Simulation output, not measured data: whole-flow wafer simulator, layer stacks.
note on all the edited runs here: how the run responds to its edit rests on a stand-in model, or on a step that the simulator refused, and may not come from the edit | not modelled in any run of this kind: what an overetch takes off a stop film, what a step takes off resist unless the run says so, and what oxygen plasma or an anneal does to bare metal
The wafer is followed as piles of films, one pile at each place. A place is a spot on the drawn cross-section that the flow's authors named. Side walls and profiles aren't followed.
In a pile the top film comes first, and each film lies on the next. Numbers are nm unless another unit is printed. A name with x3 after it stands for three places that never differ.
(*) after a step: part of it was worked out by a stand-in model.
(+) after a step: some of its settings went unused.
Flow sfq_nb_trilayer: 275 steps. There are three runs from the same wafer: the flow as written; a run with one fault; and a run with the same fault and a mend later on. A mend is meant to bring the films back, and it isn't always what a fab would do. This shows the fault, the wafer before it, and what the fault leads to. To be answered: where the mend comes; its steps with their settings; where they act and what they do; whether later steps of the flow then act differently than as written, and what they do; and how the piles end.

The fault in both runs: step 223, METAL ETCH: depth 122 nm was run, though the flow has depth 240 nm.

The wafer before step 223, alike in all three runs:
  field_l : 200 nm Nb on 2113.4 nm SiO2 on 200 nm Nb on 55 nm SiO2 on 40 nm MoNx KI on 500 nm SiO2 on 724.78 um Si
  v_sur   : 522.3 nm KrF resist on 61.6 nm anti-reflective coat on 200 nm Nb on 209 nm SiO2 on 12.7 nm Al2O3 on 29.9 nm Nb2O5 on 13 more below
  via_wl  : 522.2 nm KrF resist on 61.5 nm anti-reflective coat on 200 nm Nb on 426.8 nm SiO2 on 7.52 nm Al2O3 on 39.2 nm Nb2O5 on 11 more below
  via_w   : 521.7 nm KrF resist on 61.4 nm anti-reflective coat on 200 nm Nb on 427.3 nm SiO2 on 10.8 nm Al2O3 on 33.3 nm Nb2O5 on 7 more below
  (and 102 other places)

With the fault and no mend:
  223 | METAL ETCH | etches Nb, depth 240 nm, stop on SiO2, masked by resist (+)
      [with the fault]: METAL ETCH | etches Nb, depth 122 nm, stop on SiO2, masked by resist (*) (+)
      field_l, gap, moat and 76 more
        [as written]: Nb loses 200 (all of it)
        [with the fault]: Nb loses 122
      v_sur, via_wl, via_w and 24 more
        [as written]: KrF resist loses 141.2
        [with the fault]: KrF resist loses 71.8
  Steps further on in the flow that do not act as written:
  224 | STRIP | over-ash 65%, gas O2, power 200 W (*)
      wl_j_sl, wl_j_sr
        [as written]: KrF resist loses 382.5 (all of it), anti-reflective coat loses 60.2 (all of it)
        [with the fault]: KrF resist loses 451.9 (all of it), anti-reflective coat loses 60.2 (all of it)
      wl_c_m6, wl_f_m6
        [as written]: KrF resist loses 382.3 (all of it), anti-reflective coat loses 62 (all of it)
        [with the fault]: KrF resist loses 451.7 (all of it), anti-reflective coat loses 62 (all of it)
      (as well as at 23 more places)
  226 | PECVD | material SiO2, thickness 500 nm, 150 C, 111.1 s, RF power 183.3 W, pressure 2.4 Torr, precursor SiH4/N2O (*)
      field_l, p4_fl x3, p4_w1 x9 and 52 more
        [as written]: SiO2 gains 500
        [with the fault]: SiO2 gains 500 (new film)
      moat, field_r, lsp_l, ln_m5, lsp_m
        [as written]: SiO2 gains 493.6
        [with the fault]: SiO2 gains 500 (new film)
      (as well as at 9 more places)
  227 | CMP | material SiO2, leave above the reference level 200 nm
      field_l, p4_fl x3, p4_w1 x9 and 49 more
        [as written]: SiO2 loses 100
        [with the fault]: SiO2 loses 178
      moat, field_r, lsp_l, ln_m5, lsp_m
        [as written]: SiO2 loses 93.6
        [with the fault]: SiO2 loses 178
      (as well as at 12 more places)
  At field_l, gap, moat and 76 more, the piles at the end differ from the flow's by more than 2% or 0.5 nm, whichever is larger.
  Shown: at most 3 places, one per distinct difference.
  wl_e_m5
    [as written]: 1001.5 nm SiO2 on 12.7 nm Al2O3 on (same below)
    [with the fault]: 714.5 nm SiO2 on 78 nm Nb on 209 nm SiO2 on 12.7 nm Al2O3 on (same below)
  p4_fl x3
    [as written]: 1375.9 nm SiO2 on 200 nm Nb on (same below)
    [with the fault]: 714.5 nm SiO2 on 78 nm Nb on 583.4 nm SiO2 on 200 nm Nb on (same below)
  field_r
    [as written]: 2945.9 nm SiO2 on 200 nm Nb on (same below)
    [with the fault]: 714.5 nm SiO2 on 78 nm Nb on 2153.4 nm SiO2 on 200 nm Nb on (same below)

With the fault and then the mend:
  The mend follows step 223.
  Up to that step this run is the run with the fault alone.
  223a | METAL ETCH | etches Nb, depth 118 nm, stop on SiO2, masked by resist (+) (the flow's step 223 again, with other settings)
      field_l, gap, moat and 76 more
        Nb loses 78 (all of it)
      v_sur, via_wl, via_w and 24 more
        KrF resist loses 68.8
  Later steps of the flow that are run all act as written at every place that is followed, up to a difference of at most 2% or 0.5 nm, whichever is larger.
  By the end, the piles equal the flow's at every place that both follow.
